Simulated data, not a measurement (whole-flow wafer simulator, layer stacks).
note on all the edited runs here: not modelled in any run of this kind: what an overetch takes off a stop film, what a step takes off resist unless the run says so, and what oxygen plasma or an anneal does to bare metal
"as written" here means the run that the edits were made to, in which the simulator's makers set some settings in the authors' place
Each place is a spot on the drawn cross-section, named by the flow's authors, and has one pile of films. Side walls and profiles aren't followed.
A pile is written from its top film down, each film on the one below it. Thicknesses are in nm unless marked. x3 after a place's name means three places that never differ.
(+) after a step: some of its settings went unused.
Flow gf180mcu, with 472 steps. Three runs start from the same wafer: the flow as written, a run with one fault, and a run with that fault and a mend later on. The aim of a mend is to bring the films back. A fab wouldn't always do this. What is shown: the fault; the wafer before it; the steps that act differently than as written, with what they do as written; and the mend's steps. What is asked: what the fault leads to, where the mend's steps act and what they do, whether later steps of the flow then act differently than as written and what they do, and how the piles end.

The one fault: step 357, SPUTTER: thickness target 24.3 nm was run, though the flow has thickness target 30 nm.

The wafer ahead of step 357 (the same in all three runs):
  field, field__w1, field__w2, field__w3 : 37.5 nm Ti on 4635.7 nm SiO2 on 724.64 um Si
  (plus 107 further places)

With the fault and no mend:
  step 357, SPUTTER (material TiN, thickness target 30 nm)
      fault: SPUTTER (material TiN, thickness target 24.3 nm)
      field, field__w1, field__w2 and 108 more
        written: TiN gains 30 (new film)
        fault: TiN gains 24.3 (new film)
  Steps later in the flow that act otherwise than as written (1 other step is not shown; it differs only slightly, by no more than 2% or 0.5 nm, whichever is larger):
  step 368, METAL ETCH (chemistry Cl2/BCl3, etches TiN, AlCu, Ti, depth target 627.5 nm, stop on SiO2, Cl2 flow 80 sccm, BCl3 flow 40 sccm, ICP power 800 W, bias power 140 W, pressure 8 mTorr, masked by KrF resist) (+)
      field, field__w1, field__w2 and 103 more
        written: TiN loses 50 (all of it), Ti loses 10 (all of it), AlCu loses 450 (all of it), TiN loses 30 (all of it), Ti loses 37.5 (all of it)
        fault: TiN loses 50 (all of it), Ti loses 10 (all of it), AlCu loses 450 (all of it), TiN loses 24.3 (all of it), Ti loses 37.5 (all of it)
  At field__w8, contact, m1, m1__w1, m1_nw, the piles at the end differ from the flow's by more than 2% or 0.5 nm, whichever is larger.
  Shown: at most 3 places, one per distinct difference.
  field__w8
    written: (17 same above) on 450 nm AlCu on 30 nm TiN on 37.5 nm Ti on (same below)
    fault: (17 same above) on 450 nm AlCu on 24.3 nm TiN on 37.5 nm Ti on (same below)
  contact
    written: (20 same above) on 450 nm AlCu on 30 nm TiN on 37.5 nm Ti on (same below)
    fault: (20 same above) on 450 nm AlCu on 24.3 nm TiN on 37.5 nm Ti on (same below)

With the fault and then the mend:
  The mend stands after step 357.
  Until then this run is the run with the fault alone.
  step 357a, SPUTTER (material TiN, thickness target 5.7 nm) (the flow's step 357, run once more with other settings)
      field, field__w1, field__w2 and 108 more
        TiN gains 5.7
  Later steps of the flow that are run all act as written at every place that is followed.
  By the end, the piles equal the flow's at every place that both follow.
